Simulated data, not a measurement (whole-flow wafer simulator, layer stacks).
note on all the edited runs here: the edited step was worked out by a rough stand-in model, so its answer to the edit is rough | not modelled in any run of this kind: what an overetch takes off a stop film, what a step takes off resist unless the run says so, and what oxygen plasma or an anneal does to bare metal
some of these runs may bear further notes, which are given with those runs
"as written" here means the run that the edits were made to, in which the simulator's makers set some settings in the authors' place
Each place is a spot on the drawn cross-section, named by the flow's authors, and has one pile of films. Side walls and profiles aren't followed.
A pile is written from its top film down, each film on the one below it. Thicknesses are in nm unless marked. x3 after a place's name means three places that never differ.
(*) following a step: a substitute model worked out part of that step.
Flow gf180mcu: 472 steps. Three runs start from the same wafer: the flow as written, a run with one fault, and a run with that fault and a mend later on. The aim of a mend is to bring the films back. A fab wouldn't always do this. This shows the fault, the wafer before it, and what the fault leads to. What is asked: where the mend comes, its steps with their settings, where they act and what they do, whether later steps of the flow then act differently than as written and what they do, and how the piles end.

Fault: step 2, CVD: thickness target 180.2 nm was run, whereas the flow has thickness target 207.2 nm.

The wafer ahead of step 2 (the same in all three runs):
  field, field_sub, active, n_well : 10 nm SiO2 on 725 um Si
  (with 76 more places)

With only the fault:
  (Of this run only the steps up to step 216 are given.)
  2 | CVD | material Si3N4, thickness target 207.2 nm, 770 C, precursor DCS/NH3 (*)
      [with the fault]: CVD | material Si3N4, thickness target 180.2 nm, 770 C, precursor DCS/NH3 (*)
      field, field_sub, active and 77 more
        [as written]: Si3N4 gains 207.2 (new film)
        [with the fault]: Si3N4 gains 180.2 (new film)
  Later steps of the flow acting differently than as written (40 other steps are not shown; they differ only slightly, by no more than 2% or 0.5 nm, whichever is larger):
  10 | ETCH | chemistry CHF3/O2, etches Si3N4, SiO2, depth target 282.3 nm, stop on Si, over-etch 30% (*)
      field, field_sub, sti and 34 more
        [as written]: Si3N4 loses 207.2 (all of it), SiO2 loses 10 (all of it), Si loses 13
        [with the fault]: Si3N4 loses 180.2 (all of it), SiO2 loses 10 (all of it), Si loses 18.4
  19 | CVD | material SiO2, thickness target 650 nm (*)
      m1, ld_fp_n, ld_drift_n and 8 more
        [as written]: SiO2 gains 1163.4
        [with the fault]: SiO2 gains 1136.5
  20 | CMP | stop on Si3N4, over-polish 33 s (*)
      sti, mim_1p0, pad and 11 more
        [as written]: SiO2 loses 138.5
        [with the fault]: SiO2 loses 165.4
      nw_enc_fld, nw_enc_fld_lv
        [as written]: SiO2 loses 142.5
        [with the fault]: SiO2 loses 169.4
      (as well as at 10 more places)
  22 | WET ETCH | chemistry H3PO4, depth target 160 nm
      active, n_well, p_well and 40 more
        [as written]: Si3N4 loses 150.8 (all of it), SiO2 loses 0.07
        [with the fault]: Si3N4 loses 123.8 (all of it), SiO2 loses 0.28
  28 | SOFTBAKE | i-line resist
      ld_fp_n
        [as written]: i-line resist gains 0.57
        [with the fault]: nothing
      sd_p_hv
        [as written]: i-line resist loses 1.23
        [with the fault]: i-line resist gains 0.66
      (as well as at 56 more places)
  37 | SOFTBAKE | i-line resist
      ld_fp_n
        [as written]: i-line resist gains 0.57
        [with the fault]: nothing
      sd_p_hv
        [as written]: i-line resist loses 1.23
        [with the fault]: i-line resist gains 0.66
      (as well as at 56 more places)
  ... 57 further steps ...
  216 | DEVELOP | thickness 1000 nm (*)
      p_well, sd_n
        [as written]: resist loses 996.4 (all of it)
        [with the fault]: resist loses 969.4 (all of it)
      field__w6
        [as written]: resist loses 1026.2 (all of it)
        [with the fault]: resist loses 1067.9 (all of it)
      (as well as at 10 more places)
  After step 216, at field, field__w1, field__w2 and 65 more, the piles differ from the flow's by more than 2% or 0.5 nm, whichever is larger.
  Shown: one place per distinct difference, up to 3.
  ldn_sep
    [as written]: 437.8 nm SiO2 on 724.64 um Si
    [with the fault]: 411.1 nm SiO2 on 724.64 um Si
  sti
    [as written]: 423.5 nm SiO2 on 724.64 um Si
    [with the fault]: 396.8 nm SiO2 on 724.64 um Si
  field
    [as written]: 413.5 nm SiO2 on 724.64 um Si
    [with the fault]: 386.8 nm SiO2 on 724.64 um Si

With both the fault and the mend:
  The mend stands after step 2.
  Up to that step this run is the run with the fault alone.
  2a | CVD | material Si3N4, thickness target 26.93 nm, 770 C, precursor DCS/NH3 (*) (the flow's step 2, run once more with other settings)
      field, field_sub, active and 77 more
        Si3N4 gains 26.9
  Every later step of the flow that is run acts as written at every place that is followed.
  The piles end the same as the flow's at every place that both follow.
